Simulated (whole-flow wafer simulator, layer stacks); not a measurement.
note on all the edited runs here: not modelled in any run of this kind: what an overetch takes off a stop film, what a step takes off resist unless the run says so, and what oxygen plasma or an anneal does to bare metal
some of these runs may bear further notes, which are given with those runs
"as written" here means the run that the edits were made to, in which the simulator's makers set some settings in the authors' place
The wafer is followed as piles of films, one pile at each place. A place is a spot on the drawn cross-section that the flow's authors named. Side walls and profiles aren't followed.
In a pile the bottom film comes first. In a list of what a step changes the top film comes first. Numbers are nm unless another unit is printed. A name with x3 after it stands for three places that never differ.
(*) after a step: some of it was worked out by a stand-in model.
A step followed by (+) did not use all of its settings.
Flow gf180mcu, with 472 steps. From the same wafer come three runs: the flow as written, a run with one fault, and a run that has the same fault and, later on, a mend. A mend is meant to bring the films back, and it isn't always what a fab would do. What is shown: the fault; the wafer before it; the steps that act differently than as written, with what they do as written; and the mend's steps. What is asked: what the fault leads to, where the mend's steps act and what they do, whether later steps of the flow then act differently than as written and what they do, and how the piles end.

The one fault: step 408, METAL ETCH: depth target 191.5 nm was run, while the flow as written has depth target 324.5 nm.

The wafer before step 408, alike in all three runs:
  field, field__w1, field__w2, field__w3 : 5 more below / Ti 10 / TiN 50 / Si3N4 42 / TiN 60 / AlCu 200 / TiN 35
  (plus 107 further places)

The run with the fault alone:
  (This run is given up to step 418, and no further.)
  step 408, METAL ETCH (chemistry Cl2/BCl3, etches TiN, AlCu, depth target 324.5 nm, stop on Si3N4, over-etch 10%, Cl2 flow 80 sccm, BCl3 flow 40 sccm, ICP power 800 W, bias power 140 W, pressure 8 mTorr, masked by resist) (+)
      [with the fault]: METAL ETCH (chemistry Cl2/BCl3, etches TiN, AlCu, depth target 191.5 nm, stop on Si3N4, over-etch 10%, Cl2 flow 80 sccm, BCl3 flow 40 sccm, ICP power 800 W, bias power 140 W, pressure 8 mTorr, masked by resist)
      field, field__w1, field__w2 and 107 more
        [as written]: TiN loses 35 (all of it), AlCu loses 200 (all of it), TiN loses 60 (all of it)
        [with the fault]: TiN loses 35 (all of it), AlCu loses 156.5
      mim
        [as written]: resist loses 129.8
        [with the fault]: resist loses 76.6
  Steps later in the flow that act otherwise than as written (1 other step is not shown; it differs only slightly, by no more than 2% or 0.5 nm, whichever is larger):
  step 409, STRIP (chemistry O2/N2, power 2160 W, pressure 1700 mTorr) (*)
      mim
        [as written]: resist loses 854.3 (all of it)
        [with the fault]: resist loses 907.5 (all of it)
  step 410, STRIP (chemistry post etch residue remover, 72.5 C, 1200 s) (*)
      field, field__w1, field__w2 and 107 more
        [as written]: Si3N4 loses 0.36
        [with the fault]: AlCu loses 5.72
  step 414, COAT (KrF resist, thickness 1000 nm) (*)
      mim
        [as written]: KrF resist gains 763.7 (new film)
        [with the fault]: KrF resist gains 839.8 (new film)
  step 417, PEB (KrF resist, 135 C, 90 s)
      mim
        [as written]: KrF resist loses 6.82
        [with the fault]: KrF resist loses 8.02
  Once step 418 is done, the piles at field, field__w1, field__w2 and 109 more depart from the flow's by more than 2% or 0.5 nm, whichever is larger.
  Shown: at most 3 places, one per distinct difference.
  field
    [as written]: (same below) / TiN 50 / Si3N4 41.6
    [with the fault]: (same below) / TiN 50 / Si3N4 42 / TiN 60 / AlCu 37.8
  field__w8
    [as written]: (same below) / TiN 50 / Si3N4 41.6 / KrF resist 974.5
    [with the fault]: (same below) / TiN 50 / Si3N4 42 / TiN 60 / AlCu 37.8 / KrF resist 974.5
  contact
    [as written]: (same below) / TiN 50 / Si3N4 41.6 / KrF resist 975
    [with the fault]: (same below) / TiN 50 / Si3N4 42 / TiN 60 / AlCu 37.8 / KrF resist 974.8

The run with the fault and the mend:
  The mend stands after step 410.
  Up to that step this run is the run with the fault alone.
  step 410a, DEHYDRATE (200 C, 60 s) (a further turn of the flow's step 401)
      does not change any film at any place that is followed
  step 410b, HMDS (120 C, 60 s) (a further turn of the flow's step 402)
      does not change any film at any place that is followed
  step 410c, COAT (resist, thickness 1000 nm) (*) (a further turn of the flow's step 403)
      field__w8, m1__w1, iso_ptap_pw and 39 more
        resist gains 1000 (new film)
      field_sub__w1, field_sub__w5, n_well and 6 more
        resist gains 1000.7 (new film)
      p_well, sti, spacer, sd_n, mim_1p0, pad, dice_street
        resist gains 1000.4 (new film)
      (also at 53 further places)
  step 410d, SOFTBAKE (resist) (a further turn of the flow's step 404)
      field__w9, nplus_u
        resist loses 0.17
      field__w2
        resist gains 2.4
      field__w3
        resist gains 2.53
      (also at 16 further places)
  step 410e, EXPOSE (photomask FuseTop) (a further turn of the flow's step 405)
      does not change any film at any place that is followed
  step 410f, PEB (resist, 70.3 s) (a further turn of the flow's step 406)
      field, field__w1, field__w5 and 96 more
        resist loses 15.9
      field__w2, field__w3, field__w12, pplus_u, ppoly_sal, nw_enc_fld_lv__w4
        resist loses 16
      field__w7, field__w11, field__w13, ppoly_u, npoly_sal
        resist loses 16.1
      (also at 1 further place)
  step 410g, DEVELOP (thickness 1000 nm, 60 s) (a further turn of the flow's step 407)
      field__w8, m1__w1, iso_ptap_pw and 39 more
        resist loses 984.1 (all of it)
      field_sub, field_sub__w2, field_sub__w3, field_sub__w4, ld_fp_n, ld_drift_n, ld_drn_n
        resist loses 985.1 (all of it)
      p_well, sti, spacer, sd_n, mim_1p0, pad, dice_street
        resist loses 984.5 (all of it)
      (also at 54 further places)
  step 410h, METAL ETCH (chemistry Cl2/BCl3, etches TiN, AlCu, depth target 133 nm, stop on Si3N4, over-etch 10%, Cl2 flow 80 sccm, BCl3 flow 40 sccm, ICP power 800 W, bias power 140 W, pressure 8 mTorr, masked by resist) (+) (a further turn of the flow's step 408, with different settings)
      field, field__w1, field__w2 and 107 more
        AlCu loses 37.8 (all of it), TiN loses 60 (all of it)
      mim
        resist loses 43
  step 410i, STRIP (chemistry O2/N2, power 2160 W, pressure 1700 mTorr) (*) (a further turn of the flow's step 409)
      mim
        resist loses 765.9 (all of it)
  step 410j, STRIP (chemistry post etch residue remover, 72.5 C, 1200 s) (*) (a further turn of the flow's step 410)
      field, field__w1, field__w2 and 107 more
        Si3N4 loses 0.36
      mim
        TiN loses 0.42
  Later steps of the flow that are run all act as written at every place that is followed, up to a difference of at most 2% or 0.5 nm, whichever is larger.
  At the end the piles are close to the flow's at the places that both follow, differing by at most 2% or 0.5 nm, whichever is larger.
